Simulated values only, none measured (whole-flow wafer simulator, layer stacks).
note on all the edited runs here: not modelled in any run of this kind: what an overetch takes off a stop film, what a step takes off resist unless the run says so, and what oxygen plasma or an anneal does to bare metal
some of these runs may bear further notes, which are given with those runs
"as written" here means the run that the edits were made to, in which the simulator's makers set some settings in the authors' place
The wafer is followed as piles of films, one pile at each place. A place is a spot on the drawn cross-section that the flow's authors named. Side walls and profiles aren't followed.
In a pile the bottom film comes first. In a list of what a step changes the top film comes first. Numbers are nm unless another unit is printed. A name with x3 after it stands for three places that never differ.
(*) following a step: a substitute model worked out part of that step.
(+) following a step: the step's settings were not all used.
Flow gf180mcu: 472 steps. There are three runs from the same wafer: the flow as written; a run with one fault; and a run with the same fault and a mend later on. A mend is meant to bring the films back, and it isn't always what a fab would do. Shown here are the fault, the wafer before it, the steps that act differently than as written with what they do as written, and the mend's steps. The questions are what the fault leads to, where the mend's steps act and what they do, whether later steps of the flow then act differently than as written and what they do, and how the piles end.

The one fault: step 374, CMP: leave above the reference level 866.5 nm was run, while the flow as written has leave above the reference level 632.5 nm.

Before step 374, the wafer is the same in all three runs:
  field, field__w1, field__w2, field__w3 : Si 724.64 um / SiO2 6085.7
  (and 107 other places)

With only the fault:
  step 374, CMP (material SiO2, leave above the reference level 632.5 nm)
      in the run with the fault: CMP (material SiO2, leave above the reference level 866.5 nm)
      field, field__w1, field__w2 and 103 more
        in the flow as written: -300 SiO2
        in the run with the fault: -66 SiO2
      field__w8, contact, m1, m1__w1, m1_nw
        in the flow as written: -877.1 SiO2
        in the run with the fault: -643.1 SiO2
  Steps later in the flow that act otherwise than as written:
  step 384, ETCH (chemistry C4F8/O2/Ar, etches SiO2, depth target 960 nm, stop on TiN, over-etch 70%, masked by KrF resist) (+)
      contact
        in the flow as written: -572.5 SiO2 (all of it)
        in the run with the fault: -806.5 SiO2 (all of it)
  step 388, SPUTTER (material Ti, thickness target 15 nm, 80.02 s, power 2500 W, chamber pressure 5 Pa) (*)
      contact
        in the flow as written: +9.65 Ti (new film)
        in the run with the fault: +8.43 Ti (new film)
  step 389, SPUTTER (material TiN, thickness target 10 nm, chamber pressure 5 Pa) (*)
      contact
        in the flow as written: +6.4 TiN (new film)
        in the run with the fault: +5.59 TiN (new film)
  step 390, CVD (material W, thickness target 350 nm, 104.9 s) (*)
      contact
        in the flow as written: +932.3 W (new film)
        in the run with the fault: +1168.3 W (new film)
  The piles end different from the flow's at field, field__w1, field__w2 and 109 more by more than 2% or 0.5 nm, whichever is larger.
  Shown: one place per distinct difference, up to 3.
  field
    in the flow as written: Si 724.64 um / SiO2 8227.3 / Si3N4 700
    in the run with the fault: Si 724.64 um / SiO2 8461.3 / Si3N4 700
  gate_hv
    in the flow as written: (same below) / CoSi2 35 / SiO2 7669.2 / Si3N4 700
    in the run with the fault: (same below) / CoSi2 35 / SiO2 7903.2 / Si3N4 700
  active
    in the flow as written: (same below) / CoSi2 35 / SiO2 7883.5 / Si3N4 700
    in the run with the fault: (same below) / CoSi2 35 / SiO2 8117.5 / Si3N4 700

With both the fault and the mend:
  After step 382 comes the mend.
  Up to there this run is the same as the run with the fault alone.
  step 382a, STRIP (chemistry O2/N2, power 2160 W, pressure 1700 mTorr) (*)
      field, field__w1, field__w2 and 107 more
        -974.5 KrF resist (all of it), -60 anti-reflective coat (all of it)
      contact
        -60 anti-reflective coat (all of it)
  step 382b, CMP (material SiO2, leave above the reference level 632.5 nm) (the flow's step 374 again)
      field, field__w1, field__w2 and 108 more
        -234 SiO2
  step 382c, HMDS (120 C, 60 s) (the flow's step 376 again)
      alters no film at any place that is followed
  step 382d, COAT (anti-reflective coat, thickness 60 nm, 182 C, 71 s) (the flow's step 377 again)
      field, field__w1, field__w2 and 108 more
        +60 anti-reflective coat (new film)
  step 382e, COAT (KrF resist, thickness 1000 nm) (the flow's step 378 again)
      field, field__w1, field__w2 and 108 more
        +1000 KrF resist (new film)
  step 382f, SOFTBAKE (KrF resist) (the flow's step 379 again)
      alters no film at any place that is followed
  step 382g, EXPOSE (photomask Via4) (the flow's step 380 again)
      alters no film at any place that is followed
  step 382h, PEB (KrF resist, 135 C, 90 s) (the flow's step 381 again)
      field, field__w1, field__w2 and 108 more
        -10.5 KrF resist
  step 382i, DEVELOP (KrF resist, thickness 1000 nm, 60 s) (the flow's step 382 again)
      field, field__w1, field__w2 and 107 more
        -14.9 KrF resist
      contact
        -989.5 KrF resist (all of it)
  Later steps of the flow that are run all act as written at every place that is followed.
  At every place that both follow, the piles at the end match the flow's.
